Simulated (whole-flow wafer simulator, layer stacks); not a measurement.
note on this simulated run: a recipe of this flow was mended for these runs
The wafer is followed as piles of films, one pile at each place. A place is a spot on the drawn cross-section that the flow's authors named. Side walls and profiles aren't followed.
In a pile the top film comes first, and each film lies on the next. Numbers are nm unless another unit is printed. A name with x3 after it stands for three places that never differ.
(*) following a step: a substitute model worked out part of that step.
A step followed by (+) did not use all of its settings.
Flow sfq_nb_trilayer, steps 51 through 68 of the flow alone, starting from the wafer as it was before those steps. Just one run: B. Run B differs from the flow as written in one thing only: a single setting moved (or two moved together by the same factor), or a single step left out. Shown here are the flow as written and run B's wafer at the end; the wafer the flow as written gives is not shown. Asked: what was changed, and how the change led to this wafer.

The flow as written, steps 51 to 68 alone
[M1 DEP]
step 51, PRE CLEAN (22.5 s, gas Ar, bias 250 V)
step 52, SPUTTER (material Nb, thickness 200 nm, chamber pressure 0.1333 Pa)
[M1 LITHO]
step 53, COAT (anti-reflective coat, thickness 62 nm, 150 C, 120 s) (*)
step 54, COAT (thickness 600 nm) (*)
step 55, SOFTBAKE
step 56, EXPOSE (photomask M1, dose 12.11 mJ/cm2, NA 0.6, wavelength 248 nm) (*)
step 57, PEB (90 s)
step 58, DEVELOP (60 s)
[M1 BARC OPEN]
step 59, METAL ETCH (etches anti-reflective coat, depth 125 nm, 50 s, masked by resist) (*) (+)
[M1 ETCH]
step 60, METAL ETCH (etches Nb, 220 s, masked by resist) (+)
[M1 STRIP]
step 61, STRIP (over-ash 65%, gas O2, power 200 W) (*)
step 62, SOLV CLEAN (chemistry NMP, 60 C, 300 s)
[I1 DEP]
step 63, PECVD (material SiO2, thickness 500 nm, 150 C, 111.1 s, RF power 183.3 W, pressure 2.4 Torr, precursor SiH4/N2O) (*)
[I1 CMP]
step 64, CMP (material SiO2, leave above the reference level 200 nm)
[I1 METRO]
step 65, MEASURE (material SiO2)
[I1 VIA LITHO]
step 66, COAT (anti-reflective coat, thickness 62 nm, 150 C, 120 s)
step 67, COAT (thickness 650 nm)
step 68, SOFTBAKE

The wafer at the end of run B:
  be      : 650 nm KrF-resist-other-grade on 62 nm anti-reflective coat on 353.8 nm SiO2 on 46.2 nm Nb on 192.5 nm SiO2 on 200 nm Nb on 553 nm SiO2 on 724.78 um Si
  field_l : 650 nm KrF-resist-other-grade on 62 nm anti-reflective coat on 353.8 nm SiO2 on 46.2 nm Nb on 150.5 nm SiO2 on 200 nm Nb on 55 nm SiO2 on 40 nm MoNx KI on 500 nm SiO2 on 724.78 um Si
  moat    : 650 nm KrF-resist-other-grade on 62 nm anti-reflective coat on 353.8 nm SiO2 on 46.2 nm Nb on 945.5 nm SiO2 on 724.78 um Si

The reason: step 60, METAL ETCH: 141 s was run, while the flow as written has 220 s.

The path from the change to this, step by step:
  step 60, METAL ETCH (etches Nb, 220 s, masked by resist) (+)
      field_l, be, be_sur and 79 more: Nb loses 153.8 (as written it would have been: Nb loses 200 (all of it), SiO2 loses 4)
      v_sur, via_wl, via_w and 21 more: KrF-resist-other-grade loses 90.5 (as written it would have been: KrF-resist-other-grade loses 141.2)
  step 61, STRIP (over-ash 65%, gas O2, power 200 W) (*)
      wl_j_sl x16: KrF-resist-other-grade loses 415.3 (all of it), anti-reflective coat loses 62 (all of it) (as written it would have been: KrF-resist-other-grade loses 364.6 (all of it), anti-reflective coat loses 62 (all of it))
      v_sur: KrF-resist-other-grade loses 412.6 (all of it), anti-reflective coat loses 45.6 (all of it) (as written it would have been: KrF-resist-other-grade loses 361.9 (all of it), anti-reflective coat loses 45.6 (all of it))
      (and at 7 other places as well)
  step 63, PECVD (material SiO2, thickness 500 nm, 150 C, 111.1 s, RF power 183.3 W, pressure 2.4 Torr, precursor SiH4/N2O) (*)
      field_l, be, be_sur and 72 more: SiO2 gains 500 (new film) (as written it would have been: SiO2 gains 500)
      lsp_m, ln_m6, lsp_r, l0_sur, l0v: SiO2 gains 500 (new film) (as written it would have been: SiO2 gains 494.8)
      (and at 2 other places as well)
  step 64, CMP (material SiO2, leave above the reference level 200 nm)
      field_l, be, be_sur and 72 more: SiO2 loses 146.2 (as written it would have been: SiO2 loses 96)
      lsp_m, ln_m6, lsp_r, l0_sur, l0v: SiO2 loses 146.2 (as written it would have been: SiO2 loses 90.8)
Taking metal films that touch as one body, be has 2 bodies (between them, from the top down: SiO2 192.5); the flow as written gives 1 body.
Taking metal films that touch as one body, field_l has 3 bodies (between them, from the top down: SiO2 150.5; SiO2 55); the flow as written gives 2 bodies (between them, from the top down: SiO2 55).
Taking metal films that touch as one body, moat has 1 body; the flow as written gives 0 bodies.
